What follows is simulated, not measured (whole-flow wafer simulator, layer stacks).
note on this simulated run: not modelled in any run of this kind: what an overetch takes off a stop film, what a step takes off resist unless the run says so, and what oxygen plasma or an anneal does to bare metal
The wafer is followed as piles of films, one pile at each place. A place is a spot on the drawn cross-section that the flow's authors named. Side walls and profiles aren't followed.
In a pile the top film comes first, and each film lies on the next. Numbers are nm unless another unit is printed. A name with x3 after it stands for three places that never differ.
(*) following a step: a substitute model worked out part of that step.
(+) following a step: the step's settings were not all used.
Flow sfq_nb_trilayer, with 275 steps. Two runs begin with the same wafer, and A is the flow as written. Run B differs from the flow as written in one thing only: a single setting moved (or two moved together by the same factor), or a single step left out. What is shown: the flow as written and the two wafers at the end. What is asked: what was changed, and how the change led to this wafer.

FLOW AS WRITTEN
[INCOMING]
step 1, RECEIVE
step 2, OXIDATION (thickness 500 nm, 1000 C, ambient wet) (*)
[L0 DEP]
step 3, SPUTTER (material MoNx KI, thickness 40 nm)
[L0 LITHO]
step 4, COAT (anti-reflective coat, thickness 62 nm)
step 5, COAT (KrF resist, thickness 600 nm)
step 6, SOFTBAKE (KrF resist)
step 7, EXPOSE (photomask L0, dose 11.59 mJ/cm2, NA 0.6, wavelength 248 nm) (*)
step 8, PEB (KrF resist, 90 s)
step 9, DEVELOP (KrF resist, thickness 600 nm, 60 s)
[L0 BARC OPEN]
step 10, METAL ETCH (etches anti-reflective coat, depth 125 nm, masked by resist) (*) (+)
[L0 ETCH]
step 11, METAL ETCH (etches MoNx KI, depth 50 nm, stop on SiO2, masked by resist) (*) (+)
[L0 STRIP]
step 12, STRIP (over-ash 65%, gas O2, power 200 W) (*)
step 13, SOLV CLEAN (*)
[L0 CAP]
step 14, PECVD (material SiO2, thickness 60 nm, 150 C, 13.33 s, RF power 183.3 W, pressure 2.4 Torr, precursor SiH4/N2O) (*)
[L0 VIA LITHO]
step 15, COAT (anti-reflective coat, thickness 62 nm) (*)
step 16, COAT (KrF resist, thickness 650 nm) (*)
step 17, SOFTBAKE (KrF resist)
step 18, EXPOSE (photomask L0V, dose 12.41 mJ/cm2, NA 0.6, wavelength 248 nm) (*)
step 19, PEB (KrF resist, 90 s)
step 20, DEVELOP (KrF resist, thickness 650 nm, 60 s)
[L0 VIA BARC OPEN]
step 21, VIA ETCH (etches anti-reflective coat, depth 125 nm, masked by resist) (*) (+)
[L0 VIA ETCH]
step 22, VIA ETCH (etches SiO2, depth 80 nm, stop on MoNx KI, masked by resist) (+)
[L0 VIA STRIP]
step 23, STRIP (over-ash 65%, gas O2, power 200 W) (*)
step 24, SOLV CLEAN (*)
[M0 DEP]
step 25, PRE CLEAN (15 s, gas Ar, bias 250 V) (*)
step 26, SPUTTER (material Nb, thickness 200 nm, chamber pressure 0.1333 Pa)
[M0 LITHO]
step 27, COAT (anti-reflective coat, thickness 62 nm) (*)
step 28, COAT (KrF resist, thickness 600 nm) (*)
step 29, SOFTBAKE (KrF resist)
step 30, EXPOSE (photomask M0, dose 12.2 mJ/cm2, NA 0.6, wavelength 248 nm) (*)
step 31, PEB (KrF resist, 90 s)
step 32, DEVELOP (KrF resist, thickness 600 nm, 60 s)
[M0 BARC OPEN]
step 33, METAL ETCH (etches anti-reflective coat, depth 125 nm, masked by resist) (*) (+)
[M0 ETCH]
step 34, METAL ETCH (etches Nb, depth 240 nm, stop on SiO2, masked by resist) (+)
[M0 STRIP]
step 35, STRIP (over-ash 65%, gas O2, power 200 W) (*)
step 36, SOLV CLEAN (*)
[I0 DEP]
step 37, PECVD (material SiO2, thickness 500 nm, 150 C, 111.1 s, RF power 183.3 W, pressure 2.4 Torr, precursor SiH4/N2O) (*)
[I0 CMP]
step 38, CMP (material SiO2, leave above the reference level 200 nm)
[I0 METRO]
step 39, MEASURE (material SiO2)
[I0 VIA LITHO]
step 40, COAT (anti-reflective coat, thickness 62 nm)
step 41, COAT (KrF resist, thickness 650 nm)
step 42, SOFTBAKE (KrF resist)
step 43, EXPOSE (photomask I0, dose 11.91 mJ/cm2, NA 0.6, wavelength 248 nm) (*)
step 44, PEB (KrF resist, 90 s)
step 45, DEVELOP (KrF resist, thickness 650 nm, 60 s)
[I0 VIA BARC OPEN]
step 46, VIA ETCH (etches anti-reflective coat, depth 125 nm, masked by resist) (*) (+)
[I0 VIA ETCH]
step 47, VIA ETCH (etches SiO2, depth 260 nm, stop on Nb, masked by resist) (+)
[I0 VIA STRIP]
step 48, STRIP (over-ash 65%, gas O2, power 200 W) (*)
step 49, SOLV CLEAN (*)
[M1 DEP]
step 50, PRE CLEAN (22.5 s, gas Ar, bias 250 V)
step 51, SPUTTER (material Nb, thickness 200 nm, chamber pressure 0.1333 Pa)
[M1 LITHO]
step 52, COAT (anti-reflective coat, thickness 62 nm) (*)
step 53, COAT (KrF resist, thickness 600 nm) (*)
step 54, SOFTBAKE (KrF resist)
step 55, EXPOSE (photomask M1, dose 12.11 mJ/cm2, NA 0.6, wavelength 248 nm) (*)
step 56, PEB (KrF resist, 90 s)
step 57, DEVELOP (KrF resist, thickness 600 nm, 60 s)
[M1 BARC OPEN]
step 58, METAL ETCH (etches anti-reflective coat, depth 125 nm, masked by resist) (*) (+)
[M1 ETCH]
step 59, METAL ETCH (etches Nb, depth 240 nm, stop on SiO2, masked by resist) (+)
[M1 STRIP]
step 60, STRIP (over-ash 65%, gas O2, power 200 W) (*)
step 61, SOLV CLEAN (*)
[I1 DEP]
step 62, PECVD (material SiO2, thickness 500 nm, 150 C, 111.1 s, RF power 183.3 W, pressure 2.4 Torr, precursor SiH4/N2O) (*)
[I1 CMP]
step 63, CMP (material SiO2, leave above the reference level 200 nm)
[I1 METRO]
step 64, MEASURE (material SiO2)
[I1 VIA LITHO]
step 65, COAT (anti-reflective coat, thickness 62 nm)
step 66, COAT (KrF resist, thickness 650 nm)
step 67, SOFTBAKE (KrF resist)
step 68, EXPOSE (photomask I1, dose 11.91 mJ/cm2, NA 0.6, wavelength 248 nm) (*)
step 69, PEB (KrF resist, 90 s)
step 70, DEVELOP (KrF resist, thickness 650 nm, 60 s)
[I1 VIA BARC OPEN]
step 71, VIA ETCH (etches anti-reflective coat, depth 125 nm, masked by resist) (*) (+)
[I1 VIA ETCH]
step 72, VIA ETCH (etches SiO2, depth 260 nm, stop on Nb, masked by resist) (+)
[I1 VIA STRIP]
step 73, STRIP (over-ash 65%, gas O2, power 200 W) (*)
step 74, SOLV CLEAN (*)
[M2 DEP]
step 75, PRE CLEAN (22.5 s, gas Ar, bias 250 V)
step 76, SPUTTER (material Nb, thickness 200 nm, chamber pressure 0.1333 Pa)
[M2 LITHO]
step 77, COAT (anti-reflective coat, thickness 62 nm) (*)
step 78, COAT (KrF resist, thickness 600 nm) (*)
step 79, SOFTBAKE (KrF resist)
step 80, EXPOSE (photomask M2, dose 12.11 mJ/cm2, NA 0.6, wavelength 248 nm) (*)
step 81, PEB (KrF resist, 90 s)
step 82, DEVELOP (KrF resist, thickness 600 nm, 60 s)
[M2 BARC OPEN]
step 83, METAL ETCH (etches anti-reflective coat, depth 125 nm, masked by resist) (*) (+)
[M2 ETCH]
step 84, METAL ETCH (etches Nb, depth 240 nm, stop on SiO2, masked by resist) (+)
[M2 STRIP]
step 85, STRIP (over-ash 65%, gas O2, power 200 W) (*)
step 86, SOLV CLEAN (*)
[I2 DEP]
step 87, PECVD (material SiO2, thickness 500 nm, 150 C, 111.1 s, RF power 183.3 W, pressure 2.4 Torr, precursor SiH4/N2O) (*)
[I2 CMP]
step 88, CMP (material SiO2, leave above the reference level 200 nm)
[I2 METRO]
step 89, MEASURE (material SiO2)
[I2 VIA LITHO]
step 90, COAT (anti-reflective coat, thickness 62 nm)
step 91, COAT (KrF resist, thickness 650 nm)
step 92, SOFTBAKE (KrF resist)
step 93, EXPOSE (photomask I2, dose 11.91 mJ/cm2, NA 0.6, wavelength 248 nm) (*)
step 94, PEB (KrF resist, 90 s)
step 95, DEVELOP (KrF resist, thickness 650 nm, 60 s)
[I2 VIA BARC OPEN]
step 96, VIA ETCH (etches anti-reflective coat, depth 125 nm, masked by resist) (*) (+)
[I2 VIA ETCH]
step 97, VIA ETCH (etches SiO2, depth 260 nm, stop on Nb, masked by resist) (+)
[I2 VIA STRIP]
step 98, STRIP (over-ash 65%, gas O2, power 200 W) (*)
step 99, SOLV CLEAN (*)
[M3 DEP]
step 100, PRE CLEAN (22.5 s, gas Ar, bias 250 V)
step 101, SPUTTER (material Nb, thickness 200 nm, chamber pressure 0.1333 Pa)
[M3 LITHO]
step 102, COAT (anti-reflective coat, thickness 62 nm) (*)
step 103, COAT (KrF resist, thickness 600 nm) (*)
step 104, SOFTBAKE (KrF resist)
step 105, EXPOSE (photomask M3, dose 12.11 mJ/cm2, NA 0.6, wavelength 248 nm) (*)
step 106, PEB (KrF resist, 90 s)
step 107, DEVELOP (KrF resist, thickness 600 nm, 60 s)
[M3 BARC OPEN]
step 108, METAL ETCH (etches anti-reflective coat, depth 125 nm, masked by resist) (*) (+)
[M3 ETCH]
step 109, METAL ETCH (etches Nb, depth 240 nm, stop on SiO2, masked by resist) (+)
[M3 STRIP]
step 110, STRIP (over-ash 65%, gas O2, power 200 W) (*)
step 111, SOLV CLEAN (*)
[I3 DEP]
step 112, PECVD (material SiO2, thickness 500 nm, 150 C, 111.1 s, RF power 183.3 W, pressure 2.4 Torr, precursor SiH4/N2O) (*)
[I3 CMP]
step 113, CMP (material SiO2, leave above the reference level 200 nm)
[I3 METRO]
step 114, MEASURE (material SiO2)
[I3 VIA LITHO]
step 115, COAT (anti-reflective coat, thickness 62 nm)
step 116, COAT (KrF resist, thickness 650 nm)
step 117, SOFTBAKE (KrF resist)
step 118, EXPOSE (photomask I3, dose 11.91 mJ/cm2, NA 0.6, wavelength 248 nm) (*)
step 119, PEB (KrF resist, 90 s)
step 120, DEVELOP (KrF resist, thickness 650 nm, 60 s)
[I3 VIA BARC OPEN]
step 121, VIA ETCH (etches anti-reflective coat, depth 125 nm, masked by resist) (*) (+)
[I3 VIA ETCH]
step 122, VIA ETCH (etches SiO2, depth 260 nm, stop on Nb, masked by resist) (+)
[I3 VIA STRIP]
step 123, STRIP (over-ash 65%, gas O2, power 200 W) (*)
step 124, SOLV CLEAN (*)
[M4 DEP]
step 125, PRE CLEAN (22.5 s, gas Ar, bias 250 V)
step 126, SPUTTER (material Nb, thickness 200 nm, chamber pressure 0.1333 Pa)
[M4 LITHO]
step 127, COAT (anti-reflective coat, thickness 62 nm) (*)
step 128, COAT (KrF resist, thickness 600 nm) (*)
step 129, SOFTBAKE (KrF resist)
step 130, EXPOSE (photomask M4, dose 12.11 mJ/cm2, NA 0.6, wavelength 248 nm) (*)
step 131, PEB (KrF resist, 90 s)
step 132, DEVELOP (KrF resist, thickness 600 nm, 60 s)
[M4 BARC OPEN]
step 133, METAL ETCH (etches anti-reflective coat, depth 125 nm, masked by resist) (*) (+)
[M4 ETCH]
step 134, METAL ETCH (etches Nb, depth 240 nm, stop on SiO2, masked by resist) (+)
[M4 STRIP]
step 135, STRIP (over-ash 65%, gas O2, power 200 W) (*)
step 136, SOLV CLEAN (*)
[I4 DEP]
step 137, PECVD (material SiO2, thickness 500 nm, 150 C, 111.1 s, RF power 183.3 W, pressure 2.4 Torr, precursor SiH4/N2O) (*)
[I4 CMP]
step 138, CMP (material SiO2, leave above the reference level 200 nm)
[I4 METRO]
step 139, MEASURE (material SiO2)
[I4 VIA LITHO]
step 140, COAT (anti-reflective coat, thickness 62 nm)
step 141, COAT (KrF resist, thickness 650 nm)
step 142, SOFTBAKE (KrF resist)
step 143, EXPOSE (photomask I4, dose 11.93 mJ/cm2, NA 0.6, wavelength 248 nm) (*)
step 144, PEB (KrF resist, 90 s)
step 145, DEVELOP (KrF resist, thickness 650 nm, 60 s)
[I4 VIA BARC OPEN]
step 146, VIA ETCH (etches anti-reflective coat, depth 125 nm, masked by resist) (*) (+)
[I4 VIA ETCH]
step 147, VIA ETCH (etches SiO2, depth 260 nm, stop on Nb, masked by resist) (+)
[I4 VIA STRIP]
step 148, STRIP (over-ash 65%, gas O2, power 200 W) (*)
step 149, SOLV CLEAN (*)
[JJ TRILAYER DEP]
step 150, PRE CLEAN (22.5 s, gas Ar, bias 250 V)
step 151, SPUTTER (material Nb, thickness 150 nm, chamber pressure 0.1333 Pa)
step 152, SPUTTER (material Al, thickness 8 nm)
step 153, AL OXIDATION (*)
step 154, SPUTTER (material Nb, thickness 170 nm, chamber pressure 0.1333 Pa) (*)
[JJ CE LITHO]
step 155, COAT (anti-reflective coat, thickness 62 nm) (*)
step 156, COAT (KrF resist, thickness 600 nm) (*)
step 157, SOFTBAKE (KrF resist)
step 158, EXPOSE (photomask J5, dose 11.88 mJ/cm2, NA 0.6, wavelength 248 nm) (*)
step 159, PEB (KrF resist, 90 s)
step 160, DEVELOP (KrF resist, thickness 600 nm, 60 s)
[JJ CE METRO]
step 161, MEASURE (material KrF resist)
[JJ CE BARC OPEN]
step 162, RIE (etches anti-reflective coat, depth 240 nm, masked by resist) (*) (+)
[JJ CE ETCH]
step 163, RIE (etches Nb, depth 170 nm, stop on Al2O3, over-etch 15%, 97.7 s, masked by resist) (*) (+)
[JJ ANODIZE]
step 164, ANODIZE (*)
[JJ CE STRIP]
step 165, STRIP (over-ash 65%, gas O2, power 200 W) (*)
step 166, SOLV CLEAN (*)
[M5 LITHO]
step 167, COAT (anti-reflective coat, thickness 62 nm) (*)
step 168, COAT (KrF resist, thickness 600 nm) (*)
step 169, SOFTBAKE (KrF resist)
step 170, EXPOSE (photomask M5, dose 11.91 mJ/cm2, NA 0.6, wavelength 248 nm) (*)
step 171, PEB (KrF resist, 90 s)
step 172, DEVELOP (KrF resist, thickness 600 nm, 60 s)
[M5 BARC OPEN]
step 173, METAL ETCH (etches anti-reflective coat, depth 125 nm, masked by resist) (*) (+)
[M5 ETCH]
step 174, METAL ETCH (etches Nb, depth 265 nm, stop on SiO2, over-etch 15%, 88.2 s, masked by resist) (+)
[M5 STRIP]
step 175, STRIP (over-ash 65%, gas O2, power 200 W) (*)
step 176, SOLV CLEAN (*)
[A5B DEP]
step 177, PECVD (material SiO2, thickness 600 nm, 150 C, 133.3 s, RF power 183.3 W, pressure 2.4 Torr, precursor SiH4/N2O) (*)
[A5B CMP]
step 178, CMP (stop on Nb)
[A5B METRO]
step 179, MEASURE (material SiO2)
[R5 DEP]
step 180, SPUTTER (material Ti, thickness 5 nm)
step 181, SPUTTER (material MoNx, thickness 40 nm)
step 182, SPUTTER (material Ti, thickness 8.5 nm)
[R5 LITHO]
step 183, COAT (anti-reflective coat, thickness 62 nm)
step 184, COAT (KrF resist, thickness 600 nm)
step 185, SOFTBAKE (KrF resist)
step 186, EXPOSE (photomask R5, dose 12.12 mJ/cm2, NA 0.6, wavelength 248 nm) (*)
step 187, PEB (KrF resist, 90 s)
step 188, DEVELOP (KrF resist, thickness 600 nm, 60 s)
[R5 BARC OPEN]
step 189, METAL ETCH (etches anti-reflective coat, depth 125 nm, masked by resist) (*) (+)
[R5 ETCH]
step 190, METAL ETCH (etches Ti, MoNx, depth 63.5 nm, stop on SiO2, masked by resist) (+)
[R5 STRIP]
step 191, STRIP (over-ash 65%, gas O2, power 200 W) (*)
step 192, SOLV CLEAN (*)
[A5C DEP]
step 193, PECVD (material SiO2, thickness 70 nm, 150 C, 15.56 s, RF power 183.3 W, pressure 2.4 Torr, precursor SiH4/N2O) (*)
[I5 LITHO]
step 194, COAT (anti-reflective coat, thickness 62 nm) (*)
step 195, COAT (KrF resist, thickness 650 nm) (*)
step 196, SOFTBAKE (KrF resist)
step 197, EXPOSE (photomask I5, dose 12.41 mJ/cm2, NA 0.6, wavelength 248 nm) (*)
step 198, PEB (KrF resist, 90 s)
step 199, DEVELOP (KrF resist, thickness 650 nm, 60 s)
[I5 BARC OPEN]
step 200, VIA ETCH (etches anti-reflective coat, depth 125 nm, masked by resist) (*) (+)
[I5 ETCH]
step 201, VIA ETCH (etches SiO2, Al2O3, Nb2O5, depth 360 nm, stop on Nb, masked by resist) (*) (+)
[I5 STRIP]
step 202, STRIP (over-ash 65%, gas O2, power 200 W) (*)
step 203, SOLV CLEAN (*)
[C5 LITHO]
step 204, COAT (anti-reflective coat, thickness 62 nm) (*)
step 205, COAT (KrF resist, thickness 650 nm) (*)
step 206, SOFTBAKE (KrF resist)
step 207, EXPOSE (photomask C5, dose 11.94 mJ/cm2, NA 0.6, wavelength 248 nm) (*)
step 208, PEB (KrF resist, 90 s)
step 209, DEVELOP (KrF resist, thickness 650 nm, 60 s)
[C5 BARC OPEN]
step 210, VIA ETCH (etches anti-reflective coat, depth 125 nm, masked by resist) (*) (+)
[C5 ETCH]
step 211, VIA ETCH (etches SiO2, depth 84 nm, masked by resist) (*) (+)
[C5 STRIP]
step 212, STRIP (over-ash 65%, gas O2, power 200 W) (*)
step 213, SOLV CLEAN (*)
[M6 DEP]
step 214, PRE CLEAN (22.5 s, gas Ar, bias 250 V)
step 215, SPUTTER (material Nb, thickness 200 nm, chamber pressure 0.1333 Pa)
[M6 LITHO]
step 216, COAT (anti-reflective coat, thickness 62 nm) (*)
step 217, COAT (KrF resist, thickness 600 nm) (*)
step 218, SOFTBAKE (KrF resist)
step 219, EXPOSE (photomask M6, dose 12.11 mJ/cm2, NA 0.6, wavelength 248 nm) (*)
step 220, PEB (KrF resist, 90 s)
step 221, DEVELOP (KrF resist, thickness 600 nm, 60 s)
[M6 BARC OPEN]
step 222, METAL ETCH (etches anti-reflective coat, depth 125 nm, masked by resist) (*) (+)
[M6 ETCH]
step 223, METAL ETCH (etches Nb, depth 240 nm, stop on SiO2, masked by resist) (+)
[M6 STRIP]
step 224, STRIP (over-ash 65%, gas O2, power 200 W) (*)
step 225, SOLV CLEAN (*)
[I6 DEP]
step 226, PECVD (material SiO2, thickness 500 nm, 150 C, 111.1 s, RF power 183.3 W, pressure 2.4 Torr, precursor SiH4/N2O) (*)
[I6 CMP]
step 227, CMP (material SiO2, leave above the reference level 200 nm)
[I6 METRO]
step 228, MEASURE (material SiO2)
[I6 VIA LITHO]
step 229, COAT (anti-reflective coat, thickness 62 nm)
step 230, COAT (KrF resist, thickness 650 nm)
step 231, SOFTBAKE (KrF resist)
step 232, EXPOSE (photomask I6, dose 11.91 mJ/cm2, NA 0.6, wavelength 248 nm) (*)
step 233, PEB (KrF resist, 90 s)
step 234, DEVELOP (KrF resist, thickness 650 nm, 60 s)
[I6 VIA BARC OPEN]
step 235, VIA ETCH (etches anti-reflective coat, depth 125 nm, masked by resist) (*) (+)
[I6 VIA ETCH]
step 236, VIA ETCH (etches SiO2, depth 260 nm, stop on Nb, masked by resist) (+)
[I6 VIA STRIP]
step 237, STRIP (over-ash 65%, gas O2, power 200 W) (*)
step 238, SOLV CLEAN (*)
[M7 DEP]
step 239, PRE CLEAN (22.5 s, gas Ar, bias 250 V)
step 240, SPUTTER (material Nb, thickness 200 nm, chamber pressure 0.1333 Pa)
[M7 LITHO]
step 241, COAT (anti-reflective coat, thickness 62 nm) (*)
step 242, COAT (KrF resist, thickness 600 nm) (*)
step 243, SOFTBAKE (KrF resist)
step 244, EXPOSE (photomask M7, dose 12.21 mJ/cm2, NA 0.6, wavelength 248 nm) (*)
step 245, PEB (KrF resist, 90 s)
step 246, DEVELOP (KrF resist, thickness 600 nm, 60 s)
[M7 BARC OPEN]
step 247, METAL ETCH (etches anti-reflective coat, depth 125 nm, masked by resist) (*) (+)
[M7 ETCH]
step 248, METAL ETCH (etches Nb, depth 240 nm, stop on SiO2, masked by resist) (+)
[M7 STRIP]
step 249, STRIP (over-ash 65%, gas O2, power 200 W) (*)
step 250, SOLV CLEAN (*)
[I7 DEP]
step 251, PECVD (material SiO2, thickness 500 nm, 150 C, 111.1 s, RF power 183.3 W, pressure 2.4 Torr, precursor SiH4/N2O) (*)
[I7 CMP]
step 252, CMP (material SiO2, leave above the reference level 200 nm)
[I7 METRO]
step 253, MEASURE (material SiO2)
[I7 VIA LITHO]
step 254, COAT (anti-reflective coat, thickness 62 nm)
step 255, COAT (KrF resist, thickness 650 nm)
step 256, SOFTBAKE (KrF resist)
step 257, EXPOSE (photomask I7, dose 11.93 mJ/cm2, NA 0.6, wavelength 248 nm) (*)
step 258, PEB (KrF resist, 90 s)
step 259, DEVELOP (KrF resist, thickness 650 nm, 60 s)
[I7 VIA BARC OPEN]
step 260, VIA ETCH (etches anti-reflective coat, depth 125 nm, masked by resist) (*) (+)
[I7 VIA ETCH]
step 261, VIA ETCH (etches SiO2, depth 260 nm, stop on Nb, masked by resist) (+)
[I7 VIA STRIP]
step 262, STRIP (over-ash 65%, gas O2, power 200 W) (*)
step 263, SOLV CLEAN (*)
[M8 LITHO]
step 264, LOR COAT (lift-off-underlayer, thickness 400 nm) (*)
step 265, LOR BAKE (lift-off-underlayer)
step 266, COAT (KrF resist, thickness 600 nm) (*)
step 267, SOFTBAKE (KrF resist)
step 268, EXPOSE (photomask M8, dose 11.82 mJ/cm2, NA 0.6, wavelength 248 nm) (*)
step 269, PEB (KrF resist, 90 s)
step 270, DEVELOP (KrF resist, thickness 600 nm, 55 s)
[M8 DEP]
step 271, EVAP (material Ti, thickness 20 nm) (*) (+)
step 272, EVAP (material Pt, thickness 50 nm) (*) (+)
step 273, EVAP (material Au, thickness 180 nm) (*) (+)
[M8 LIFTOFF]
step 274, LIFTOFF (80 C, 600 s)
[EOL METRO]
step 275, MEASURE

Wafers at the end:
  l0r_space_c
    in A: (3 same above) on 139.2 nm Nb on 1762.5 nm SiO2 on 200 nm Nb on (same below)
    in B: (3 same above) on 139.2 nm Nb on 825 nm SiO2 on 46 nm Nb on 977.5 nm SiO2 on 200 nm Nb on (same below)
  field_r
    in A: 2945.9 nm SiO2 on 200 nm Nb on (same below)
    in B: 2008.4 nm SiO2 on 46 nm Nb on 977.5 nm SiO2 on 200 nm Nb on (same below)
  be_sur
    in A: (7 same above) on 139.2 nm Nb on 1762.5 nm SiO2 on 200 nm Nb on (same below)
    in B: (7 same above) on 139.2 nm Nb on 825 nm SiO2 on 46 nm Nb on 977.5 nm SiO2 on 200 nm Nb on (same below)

Cause: step 101, SPUTTER: thickness 286 nm was run, while the flow as written has thickness 200 nm.

How this came from the change, step by step:
  step 101, SPUTTER (material Nb, thickness 200 nm, chamber pressure 0.1333 Pa)
      field_l, v_sur, via_wl and 102 more: A +200 Nb (new film) | B +286 Nb (new film)
      via_w: A +165.5 Nb | B +237.9 Nb
  step 102, COAT (anti-reflective coat, thickness 62 nm) (*)
      via_wl: A +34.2 anti-reflective coat (new film) | B +32.7 anti-reflective coat (new film)
  step 109, METAL ETCH (etches Nb, depth 240 nm, stop on SiO2, masked by resist) (+)
      field_l, be, be_sur and 72 more: A -200 Nb (all of it) | B -240 Nb
  step 110, STRIP (over-ash 65%, gas O2, power 200 W) (*)
      via_wl: A -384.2 KrF resist (all of it), -34.2 anti-reflective coat (all of it) | B -383.9 KrF resist (all of it), -32.7 anti-reflective coat (all of it)
  step 112, PECVD (material SiO2, thickness 500 nm, 150 C, 111.1 s, RF power 183.3 W, pressure 2.4 Torr, precursor SiH4/N2O) (*)
      field_l, be, be_sur and 64 more: A +500 SiO2 | B +500 SiO2 (new film)
      p4_g1, p4_g2, p3_s0, p3_s1, p3_s2, p3_s3, p3_s4, p3_s5: A +557.1 SiO2 | B +597.1 SiO2 (new film)
  step 113, CMP (material SiO2, leave above the reference level 200 nm)
      field_l, be, be_sur and 64 more: A -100 SiO2 | B -60 SiO2
      via_w: A -181.6 SiO2 | B -157.1 SiO2
Taking metal films that touch as one body, l0r_space_c has 3 bodies (between them, from the top down: SiO2 825; SiO2 977.5); the flow as written gives 2 bodies (between them, from the top down: SiO2 1762.5).
Taking metal films that touch as one body, field_r has 2 bodies (between them, from the top down: SiO2 977.5); the flow as written gives 1 body.
Taking metal films that touch as one body, be_sur has 5 bodies (between them, from the top down: SiO2 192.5; SiO2 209 / Al2O3 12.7 / Nb2O5 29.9; SiO2 825; SiO2 977.5); the flow as written gives 4 bodies (between them, from the top down: SiO2 192.5; SiO2 209 / Al2O3 12.7 / Nb2O5 29.9; SiO2 1762.5).
